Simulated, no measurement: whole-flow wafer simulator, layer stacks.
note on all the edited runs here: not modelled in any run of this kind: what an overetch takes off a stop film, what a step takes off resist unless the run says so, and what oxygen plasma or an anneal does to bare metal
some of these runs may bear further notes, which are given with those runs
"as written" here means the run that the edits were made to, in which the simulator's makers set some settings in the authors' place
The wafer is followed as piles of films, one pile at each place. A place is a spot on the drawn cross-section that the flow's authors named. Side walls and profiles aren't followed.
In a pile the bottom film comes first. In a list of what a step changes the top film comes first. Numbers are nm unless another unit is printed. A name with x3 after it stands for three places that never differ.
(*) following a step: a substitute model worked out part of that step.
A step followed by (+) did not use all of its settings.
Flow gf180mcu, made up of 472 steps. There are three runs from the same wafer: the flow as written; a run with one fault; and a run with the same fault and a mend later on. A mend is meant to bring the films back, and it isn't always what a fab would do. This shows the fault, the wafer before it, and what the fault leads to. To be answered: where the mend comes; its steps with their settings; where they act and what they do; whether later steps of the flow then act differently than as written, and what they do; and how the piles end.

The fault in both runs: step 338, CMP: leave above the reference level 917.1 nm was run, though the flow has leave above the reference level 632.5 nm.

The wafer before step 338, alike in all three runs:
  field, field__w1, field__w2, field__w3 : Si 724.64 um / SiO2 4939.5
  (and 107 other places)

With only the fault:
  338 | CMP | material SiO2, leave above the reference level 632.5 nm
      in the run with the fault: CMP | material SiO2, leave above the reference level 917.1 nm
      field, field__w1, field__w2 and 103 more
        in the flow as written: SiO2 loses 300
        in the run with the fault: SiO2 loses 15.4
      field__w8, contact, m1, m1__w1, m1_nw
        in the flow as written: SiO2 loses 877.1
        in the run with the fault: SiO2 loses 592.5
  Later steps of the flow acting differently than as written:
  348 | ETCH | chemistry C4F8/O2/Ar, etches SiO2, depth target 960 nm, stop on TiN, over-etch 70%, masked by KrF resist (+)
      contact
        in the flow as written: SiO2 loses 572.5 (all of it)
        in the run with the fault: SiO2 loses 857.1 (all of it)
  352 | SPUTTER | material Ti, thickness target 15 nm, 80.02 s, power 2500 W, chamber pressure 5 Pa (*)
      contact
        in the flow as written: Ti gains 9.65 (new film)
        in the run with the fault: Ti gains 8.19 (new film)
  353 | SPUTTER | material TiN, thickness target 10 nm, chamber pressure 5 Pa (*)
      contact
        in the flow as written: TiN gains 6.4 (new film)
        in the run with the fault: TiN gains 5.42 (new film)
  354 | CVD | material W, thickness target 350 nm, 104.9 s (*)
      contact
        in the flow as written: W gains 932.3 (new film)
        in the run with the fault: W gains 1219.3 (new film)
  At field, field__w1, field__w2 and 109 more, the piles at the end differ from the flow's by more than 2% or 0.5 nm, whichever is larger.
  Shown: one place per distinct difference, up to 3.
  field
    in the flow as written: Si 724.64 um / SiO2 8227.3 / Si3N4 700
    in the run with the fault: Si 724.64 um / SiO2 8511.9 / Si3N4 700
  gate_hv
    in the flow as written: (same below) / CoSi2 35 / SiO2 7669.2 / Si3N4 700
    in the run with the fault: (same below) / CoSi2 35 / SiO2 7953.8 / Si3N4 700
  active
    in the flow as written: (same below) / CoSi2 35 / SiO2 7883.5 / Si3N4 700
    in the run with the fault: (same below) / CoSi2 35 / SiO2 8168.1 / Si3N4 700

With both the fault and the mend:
  The mend follows step 346.
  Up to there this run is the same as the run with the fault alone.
  346a | STRIP | chemistry O2/N2, power 2160 W, pressure 1700 mTorr (*)
      field, field__w1, field__w2 and 107 more
        KrF resist loses 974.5 (all of it), anti-reflective coat loses 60 (all of it)
      contact
        anti-reflective coat loses 60 (all of it)
  346b | CMP | material SiO2, leave above the reference level 632.5 nm (the flow's step 338 again)
      field, field__w1, field__w2 and 108 more
        SiO2 loses 284.6
  346c | HMDS | 120 C, 60 s (the flow's step 340 again)
      alters no film at any place that is followed
  346d | COAT | anti-reflective coat, thickness 60 nm, 182 C, 71 s (the flow's step 341 again)
      field, field__w1, field__w2 and 108 more
        anti-reflective coat gains 60 (new film)
  346e | COAT | KrF resist, thickness 1000 nm (the flow's step 342 again)
      field, field__w1, field__w2 and 108 more
        KrF resist gains 1000 (new film)
  346f | SOFTBAKE | KrF resist (the flow's step 343 again)
      alters no film at any place that is followed
  346g | EXPOSE | photomask Via3 (the flow's step 344 again)
      alters no film at any place that is followed
  346h | PEB | KrF resist, 135 C, 90 s (the flow's step 345 again)
      field, field__w1, field__w2 and 108 more
        KrF resist loses 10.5
  346i | DEVELOP | KrF resist, thickness 1000 nm, 60 s (the flow's step 346 again)
      field, field__w1, field__w2 and 107 more
        KrF resist loses 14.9
      contact
        KrF resist loses 989.5 (all of it)
  Later steps of the flow that are run all act as written at every place that is followed.
  By the end, the piles equal the flow's at every place that both follow.
